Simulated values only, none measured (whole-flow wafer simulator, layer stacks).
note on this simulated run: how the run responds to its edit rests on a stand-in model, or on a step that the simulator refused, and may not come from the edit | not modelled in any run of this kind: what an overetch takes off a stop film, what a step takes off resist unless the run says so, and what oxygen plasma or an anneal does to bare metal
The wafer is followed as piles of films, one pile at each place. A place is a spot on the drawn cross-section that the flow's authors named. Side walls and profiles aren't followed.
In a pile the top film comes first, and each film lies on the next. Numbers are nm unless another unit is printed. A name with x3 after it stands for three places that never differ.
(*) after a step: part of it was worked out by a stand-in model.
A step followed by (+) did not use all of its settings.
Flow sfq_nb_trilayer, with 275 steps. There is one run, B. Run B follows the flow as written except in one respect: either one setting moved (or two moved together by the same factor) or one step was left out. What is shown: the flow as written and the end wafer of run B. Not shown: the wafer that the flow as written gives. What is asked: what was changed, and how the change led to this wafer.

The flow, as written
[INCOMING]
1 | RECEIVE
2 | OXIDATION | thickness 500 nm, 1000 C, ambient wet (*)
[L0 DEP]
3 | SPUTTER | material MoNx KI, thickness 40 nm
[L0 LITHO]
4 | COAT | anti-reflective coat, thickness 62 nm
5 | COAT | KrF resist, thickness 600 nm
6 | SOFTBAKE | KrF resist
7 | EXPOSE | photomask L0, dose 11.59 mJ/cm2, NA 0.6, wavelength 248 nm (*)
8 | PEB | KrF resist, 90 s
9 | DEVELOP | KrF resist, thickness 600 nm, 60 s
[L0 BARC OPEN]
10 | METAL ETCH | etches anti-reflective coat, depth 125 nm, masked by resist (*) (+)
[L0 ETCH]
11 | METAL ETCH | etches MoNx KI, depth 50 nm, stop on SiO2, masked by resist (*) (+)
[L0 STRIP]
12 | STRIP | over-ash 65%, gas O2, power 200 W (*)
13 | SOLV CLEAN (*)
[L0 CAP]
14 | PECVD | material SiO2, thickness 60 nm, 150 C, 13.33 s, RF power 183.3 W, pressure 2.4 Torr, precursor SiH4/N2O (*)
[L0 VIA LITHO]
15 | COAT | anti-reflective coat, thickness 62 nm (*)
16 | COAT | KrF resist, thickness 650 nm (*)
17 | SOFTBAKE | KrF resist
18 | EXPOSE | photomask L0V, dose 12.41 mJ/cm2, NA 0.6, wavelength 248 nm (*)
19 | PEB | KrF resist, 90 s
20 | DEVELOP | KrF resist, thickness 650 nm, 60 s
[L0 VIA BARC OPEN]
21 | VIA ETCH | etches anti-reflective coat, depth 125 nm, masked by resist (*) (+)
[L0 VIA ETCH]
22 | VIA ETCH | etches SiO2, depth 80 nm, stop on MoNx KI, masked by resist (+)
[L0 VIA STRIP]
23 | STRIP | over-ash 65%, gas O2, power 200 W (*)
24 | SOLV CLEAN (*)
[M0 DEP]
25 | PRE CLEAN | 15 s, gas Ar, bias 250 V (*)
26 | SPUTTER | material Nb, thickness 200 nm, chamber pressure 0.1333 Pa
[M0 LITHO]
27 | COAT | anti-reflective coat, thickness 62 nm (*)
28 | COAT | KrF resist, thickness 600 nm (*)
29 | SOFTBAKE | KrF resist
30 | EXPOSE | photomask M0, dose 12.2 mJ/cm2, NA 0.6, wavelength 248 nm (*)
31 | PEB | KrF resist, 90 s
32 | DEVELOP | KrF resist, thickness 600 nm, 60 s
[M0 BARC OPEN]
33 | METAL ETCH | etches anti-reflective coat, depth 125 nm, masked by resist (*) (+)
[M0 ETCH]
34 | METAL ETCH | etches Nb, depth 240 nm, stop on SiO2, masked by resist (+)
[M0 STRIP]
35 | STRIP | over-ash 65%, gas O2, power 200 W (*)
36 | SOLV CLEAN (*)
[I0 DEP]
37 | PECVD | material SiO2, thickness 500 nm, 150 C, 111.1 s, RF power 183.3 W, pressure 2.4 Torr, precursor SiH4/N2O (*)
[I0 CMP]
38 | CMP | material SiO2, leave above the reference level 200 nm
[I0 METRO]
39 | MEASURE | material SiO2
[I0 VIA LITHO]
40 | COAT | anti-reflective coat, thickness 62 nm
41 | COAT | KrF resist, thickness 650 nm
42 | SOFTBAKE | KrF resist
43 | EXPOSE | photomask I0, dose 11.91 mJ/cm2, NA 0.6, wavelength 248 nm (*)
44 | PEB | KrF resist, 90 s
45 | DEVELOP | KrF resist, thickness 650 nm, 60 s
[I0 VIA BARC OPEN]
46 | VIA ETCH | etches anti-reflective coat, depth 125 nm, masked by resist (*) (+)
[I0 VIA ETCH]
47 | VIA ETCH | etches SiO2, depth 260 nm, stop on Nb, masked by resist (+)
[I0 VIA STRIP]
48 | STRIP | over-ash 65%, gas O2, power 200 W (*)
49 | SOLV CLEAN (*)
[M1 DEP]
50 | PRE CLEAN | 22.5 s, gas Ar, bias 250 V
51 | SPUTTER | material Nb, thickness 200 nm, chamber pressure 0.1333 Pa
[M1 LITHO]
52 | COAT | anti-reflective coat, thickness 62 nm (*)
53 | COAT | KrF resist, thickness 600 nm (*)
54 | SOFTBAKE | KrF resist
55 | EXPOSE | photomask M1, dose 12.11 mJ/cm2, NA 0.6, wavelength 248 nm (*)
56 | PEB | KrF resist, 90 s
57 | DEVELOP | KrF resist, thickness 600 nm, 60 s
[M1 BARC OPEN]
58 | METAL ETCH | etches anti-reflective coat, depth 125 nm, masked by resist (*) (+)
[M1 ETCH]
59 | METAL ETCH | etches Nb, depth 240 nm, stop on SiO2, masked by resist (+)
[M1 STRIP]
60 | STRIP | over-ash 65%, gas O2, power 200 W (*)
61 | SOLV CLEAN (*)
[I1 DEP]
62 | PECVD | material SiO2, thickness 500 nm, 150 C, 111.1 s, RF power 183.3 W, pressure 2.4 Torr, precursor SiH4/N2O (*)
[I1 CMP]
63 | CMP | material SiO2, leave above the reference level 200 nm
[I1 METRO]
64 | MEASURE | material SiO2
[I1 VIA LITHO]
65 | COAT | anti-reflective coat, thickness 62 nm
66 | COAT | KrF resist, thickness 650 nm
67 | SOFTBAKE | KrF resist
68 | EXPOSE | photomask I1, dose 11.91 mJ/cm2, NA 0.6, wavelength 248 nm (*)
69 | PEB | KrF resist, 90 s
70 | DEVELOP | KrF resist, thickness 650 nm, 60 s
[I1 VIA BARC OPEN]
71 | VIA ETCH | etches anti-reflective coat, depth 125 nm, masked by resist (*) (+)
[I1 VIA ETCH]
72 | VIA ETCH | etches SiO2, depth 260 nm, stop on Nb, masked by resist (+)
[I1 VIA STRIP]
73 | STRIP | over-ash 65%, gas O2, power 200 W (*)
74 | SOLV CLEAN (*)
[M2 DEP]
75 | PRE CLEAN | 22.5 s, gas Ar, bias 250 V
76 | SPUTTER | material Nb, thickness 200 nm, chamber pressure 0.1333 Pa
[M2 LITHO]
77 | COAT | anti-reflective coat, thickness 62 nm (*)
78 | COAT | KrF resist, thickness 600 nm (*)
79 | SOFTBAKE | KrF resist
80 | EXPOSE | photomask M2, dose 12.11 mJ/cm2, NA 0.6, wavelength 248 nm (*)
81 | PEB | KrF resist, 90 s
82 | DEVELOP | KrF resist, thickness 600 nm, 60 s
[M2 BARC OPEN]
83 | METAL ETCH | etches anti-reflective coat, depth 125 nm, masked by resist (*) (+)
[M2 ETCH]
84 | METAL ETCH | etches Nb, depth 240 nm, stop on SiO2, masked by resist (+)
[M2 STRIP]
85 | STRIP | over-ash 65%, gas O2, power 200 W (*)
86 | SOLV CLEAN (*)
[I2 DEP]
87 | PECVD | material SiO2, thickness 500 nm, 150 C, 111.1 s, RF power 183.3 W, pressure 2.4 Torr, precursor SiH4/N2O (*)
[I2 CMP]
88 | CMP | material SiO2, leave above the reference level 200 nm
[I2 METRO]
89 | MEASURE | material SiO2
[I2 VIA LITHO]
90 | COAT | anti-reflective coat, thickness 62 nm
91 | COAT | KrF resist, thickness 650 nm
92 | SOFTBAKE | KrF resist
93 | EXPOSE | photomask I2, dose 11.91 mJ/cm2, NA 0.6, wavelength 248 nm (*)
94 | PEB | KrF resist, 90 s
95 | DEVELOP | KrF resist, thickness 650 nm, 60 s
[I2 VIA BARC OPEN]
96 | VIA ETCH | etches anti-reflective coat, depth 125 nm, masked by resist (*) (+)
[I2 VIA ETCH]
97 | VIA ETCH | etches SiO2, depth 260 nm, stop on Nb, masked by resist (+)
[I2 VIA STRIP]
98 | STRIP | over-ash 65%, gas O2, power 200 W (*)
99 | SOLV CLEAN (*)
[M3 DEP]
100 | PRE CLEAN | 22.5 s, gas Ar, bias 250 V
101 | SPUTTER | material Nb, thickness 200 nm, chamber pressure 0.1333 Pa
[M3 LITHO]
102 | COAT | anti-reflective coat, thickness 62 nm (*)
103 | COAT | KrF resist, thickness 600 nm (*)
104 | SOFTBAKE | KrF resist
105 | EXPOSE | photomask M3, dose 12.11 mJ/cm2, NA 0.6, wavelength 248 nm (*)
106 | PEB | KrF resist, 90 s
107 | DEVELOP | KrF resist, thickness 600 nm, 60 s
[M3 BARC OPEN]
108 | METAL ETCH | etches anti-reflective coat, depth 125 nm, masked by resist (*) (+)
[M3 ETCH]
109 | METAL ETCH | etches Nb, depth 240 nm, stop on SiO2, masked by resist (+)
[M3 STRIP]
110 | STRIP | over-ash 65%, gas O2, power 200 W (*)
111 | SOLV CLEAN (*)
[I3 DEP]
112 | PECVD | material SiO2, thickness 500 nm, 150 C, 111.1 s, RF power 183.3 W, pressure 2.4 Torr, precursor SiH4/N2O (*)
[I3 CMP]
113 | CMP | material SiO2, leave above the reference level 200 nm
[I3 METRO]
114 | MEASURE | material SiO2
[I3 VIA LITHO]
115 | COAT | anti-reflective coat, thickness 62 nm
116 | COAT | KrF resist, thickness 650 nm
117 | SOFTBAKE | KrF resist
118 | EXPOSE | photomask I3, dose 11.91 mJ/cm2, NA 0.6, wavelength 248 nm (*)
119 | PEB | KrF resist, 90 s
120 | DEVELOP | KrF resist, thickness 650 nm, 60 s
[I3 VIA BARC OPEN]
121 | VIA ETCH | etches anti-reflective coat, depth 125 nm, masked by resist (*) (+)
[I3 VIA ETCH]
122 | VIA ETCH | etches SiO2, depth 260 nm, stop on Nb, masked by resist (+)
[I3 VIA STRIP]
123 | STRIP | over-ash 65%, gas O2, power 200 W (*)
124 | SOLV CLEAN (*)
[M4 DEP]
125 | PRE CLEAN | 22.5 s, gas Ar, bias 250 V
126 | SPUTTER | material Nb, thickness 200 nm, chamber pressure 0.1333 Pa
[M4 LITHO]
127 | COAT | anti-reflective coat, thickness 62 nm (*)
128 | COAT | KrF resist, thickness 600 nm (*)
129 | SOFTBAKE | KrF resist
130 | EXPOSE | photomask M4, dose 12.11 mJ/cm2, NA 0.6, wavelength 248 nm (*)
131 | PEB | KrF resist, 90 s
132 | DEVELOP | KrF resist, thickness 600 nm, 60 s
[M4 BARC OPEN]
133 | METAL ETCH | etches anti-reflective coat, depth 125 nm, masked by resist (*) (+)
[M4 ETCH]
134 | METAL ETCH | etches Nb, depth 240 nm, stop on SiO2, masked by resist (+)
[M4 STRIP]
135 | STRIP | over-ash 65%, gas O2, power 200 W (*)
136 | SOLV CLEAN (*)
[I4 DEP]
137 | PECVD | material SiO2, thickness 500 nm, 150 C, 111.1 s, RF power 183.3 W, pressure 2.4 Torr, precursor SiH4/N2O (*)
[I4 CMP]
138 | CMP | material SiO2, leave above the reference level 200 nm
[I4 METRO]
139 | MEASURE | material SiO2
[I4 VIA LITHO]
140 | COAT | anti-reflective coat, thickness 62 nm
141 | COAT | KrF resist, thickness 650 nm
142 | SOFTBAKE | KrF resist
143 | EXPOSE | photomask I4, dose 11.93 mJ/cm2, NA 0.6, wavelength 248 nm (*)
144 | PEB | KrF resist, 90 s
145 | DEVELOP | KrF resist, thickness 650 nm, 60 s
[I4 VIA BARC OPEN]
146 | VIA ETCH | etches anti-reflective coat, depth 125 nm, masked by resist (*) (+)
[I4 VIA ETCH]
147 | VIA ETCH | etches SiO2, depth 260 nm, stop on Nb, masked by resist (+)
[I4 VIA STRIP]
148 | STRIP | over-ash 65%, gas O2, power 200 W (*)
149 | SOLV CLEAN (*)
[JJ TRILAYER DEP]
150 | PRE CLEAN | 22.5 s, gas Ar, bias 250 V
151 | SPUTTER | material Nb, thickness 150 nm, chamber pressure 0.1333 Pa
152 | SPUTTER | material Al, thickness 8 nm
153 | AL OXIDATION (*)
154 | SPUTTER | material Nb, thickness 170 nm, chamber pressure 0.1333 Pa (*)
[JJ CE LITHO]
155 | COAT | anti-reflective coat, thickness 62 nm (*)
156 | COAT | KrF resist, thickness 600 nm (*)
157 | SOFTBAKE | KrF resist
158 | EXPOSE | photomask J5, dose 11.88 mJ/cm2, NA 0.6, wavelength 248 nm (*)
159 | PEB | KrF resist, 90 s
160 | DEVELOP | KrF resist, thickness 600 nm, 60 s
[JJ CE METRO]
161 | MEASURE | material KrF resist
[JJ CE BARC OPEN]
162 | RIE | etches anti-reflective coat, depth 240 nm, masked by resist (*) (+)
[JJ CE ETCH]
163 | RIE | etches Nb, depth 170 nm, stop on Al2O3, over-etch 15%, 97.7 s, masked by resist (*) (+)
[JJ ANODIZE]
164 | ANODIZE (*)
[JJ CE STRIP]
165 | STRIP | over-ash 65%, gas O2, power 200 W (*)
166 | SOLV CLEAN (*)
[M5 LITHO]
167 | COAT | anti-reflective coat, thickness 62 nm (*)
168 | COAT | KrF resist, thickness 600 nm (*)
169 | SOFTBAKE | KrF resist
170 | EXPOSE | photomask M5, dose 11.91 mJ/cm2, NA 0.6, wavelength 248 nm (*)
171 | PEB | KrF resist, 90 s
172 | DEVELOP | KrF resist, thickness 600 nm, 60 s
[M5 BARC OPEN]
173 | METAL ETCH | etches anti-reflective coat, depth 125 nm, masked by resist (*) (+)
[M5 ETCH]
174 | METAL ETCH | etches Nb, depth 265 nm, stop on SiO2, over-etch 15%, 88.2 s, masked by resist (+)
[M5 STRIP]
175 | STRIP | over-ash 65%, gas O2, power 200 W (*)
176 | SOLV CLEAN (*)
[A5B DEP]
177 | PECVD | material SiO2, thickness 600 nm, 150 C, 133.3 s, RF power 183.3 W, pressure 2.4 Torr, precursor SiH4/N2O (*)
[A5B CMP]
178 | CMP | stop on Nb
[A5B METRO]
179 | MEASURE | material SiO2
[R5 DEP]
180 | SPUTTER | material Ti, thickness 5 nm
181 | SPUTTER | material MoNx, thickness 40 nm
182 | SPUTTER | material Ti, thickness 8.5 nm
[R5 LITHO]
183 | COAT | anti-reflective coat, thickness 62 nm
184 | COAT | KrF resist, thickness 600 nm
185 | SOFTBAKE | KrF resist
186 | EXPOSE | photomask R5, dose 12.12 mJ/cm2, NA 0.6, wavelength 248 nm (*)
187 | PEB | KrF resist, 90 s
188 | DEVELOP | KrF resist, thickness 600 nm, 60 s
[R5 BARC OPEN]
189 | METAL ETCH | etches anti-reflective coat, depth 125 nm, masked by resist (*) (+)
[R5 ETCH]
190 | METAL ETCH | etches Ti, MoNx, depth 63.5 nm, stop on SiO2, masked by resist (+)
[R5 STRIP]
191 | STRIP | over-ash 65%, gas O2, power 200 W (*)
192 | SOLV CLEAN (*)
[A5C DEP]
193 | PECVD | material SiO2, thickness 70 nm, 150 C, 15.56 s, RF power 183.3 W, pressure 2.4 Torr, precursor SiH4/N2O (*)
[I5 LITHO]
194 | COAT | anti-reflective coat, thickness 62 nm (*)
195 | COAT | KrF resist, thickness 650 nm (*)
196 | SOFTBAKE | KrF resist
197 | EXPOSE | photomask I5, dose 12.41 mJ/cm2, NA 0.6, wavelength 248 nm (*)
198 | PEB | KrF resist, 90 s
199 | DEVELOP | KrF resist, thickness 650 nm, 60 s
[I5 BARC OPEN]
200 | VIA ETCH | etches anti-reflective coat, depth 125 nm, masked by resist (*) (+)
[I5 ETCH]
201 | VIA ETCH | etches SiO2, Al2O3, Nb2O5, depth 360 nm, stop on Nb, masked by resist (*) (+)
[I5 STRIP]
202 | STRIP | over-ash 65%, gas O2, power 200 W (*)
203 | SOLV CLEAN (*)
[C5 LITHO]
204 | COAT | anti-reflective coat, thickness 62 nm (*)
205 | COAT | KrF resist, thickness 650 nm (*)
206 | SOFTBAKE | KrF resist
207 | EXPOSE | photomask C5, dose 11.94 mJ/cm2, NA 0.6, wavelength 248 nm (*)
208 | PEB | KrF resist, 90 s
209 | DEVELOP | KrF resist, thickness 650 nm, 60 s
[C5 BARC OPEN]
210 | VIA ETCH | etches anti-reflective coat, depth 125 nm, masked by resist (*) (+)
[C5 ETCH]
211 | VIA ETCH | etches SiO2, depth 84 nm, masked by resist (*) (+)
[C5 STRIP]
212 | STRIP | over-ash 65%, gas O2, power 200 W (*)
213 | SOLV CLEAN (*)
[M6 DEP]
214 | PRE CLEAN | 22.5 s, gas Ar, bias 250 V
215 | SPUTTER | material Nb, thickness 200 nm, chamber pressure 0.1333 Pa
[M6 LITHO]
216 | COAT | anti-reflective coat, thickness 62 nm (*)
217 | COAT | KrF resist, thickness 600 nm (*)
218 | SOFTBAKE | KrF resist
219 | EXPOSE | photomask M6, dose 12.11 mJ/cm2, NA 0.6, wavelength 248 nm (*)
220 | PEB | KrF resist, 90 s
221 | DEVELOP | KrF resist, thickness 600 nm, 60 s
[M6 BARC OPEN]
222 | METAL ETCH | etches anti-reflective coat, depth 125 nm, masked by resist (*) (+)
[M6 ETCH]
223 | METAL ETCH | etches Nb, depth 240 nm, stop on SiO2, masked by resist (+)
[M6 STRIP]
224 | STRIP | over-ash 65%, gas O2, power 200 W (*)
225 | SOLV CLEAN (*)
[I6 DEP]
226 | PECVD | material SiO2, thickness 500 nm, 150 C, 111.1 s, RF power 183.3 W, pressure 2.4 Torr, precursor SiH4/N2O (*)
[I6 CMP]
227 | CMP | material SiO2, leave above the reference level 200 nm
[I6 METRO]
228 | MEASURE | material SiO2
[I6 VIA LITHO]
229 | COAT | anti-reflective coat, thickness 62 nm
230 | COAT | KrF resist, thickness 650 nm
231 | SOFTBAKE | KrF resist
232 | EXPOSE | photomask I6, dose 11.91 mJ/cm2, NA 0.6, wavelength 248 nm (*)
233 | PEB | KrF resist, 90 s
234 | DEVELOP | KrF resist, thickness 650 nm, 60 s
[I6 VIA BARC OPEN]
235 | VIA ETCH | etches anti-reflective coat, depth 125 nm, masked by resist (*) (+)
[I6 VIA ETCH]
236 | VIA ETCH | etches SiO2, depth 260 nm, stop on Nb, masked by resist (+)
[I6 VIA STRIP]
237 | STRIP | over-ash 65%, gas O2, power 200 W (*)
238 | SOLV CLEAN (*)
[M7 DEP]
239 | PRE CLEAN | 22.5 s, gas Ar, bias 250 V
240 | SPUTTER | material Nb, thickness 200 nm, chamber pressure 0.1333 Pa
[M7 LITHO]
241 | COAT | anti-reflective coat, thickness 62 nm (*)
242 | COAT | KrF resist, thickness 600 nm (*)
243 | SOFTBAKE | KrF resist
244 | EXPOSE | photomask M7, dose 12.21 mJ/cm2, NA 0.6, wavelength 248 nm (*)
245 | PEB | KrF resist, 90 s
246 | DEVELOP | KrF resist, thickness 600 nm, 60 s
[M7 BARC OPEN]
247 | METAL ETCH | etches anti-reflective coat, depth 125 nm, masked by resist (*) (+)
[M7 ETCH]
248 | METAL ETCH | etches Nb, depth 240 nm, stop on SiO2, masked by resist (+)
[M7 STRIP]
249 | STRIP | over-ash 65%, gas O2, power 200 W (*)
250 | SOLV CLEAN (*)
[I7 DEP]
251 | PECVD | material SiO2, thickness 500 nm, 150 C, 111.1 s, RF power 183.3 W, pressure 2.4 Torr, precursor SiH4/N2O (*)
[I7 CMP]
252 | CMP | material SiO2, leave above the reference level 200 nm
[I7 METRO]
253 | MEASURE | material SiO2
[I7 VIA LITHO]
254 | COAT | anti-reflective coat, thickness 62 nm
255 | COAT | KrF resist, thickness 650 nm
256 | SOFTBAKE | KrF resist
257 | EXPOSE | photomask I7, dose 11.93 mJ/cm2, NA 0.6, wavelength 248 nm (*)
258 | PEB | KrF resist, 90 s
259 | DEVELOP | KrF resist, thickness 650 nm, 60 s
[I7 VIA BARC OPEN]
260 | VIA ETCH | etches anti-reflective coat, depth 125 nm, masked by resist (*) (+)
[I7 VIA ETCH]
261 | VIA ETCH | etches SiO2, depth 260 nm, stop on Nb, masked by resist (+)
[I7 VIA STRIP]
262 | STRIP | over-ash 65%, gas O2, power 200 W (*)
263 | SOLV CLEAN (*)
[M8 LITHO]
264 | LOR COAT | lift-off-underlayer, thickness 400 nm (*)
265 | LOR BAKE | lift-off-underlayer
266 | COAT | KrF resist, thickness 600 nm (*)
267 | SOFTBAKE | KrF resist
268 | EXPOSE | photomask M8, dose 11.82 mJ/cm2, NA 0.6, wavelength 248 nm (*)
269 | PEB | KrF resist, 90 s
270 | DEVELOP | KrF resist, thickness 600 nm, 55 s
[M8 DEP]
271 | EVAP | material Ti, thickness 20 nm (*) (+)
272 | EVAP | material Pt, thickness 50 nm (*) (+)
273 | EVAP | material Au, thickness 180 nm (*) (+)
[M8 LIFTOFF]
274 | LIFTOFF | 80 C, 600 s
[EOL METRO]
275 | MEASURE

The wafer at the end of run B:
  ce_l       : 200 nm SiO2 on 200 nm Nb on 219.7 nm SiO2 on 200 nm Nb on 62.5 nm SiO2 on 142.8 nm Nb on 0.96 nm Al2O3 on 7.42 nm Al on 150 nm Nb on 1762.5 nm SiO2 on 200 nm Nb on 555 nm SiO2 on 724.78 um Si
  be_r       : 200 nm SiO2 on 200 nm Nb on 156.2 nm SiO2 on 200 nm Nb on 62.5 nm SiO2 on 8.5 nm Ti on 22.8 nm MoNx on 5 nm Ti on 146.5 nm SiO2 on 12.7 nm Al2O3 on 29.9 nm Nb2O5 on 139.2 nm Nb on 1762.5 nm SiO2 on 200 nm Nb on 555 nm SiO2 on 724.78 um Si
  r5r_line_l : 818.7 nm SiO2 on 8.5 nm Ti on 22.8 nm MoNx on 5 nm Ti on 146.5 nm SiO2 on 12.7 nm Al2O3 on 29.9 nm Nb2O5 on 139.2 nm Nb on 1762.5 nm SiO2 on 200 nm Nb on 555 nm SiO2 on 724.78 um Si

What caused this: step 181, SPUTTER: thickness 22.8 nm was run, though the flow has thickness 40 nm.
The wafer itself shows it: be_r has MoNx 22.8, and step 181 as written asks for 40 nm.

Step by step, how the change led to this:
  181 | SPUTTER | material MoNx, thickness 40 nm
      field_l, v_sur, via_wl and 103 more: +22.8 MoNx (new film) (it would be, as written: +40 MoNx (new film))
  190 | METAL ETCH | etches Ti, MoNx, depth 63.5 nm, stop on SiO2, masked by resist (+)
      field_l, v_sur, via_wl and 92 more: -8.5 Ti (all of it), -22.8 MoNx (all of it), -5 Ti (all of it) (it would be, as written: -8.5 Ti (all of it), -40 MoNx (all of it), -5 Ti (all of it))
      ce_l, c5j, ce_r, wl_jj: -8.5 Ti (all of it), -22.8 MoNx (all of it), -5 Ti (all of it), -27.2 Nb (it would be, as written: -8.5 Ti (all of it), -40 MoNx (all of it), -5 Ti (all of it), -10 Nb)
  194 | COAT | anti-reflective coat, thickness 62 nm (*)
      wl_j_sl, wl_j_sr: +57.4 anti-reflective coat (new film) (it would be, as written: +60.2 anti-reflective coat (new film))
      r5r_spacepad_l, r5r_spacepad_r: +77 anti-reflective coat (new film) (it would be, as written: +84.4 anti-reflective coat (new film))
      (as well as at 15 more places)
  202 | STRIP | over-ash 65%, gas O2, power 200 W (*)
      wl_j_sl, wl_j_sr: -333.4 KrF resist (all of it), -57.4 anti-reflective coat (all of it) (it would be, as written: -333.3 KrF resist (all of it), -60.2 anti-reflective coat (all of it))
      r5r_spacepad_l, r5r_spacepad_r: -335 KrF resist (all of it), -77 anti-reflective coat (all of it) (it would be, as written: -335.6 KrF resist (all of it), -84.4 anti-reflective coat (all of it))
      (as well as at 15 more places)
  204 | COAT | anti-reflective coat, thickness 62 nm (*)
      wl_j_sl, wl_j_sr: +57.4 anti-reflective coat (new film) (it would be, as written: +60.2 anti-reflective coat (new film))
      r5r_spacepad_l, r5r_spacepad_r: +77 anti-reflective coat (new film) (it would be, as written: +84.4 anti-reflective coat (new film))
      (as well as at 15 more places)
  210 | VIA ETCH | etches anti-reflective coat, depth 125 nm, masked by resist (*) (+)
      field_l, v_sur, via_wl and 101 more: -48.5 KrF resist (it would be, as written: -47.4 KrF resist)
      c5j: -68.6 anti-reflective coat (all of it), -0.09 SiO2 (it would be, as written: -63.9 anti-reflective coat (all of it), -0.11 SiO2)
      (as well as at 1 more place)
  212 | STRIP | over-ash 65%, gas O2, power 200 W (*)
      wl_j_sl, wl_j_sr: -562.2 KrF resist (all of it), -57.4 anti-reflective coat (all of it) (it would be, as written: -563.4 KrF resist (all of it), -60.2 anti-reflective coat (all of it))
      r5r_spacepad_l, r5r_spacepad_r: -563.8 KrF resist (all of it), -77 anti-reflective coat (all of it) (it would be, as written: -565.8 KrF resist (all of it), -84.4 anti-reflective coat (all of it))
      (as well as at 13 more places)
  216 | COAT | anti-reflective coat, thickness 62 nm (*)
      r5r_line_l, r5r_line_c, r5r_line_r: +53 anti-reflective coat (new film) (it would be, as written: +50 anti-reflective coat (new film))
      wl_j_sl, wl_j_sr: +57.5 anti-reflective coat (new film) (it would be, as written: +60.2 anti-reflective coat (new film))
      (as well as at 12 more places)
  222 | METAL ETCH | etches anti-reflective coat, depth 125 nm, masked by resist (*) (+)
      r5r_line_l, r5r_line_c, r5r_line_r: -53 anti-reflective coat (all of it) (it would be, as written: -50 anti-reflective coat (all of it))
      r5r_spacepad_l, r5r_spacepad_r: -77.5 anti-reflective coat (all of it) (it would be, as written: -85.7 anti-reflective coat (all of it))
      (as well as at 2 more places)
  224 | STRIP | over-ash 65%, gas O2, power 200 W (*)
      wl_j_sl, wl_j_sr: -382.4 KrF resist (all of it), -57.5 anti-reflective coat (all of it) (it would be, as written: -382.5 KrF resist (all of it), -60.2 anti-reflective coat (all of it))
      jj_sur: -377.5 KrF resist (all of it), -53 anti-reflective coat (all of it) (it would be, as written: -378.5 KrF resist (all of it), -56.1 anti-reflective coat (all of it))
      (as well as at 7 more places)
  226 | PECVD | material SiO2, thickness 500 nm, 150 C, 111.1 s, RF power 183.3 W, pressure 2.4 Torr, precursor SiH4/N2O (*)
      r5r_spacepad_l, r5r_spacepad_r: +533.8 SiO2 (it would be, as written: +553.5 SiO2)
  227 | CMP | material SiO2, leave above the reference level 200 nm
      ce_l, ce_r, wl_jj: -272.8 SiO2 (it would be, as written: -290 SiO2)
      be_r, r_sur, r_end: -336.3 SiO2 (it would be, as written: -353.5 SiO2)
      (as well as at 7 more places)
